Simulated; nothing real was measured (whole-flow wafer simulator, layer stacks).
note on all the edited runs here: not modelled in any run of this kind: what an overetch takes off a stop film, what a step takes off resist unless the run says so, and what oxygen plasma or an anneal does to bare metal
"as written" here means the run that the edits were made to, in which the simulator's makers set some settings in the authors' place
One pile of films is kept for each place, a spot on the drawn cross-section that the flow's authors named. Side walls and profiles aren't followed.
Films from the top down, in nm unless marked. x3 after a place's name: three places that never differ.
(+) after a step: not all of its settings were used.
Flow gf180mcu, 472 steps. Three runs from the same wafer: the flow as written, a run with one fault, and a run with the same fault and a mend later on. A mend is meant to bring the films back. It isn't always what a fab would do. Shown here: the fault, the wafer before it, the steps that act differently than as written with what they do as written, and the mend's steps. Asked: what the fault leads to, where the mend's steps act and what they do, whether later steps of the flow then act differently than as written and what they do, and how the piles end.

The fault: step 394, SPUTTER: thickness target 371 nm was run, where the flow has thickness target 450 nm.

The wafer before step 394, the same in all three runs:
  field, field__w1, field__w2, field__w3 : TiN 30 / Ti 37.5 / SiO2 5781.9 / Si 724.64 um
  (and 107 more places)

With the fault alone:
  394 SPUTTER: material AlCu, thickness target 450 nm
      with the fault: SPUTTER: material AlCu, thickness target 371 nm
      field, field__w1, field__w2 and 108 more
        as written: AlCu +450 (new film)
        with the fault: AlCu +371 (new film)
  Later steps of the flow that act differently than as written (1 more step differs only slightly, by at most 2% or 0.5 nm, whichever is larger, and isn't shown):
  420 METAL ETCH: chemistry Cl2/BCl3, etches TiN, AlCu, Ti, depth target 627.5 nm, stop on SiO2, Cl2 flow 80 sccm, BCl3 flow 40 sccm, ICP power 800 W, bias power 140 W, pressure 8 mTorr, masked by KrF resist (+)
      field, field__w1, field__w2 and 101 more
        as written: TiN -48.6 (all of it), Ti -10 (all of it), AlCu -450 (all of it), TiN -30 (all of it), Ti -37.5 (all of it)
        with the fault: TiN -48.6 (all of it), Ti -10 (all of it), AlCu -371 (all of it), TiN -30 (all of it), Ti -37.5 (all of it)
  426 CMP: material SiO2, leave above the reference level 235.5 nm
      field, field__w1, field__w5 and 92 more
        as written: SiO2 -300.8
        with the fault: SiO2 -379.8
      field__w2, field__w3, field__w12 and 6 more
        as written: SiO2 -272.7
        with the fault: SiO2 -355.3
  At the end the piles differ from the flow's by more than 2% or 0.5 nm, whichever is larger, at field__w4, field__w8, contact, m1, m1__w1, mim, mim_1p0, m1_nw.
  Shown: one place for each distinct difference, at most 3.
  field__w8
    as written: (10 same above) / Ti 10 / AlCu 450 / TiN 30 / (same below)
    with the fault: (10 same above) / Ti 10 / AlCu 371 / TiN 30 / (same below)
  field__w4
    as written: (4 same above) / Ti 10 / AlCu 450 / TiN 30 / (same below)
    with the fault: (4 same above) / Ti 10 / AlCu 371 / TiN 30 / (same below)
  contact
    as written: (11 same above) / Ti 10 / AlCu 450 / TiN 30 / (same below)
    with the fault: (11 same above) / Ti 10 / AlCu 371 / TiN 30 / (same below)

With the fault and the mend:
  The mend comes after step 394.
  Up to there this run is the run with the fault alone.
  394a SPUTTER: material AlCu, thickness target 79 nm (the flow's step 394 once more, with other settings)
      field, field__w1, field__w2 and 108 more
        AlCu +79
  No later step of the flow acts differently than as written at any place that is followed.
  At the end the piles are the same as the flow's at every place that both follow.
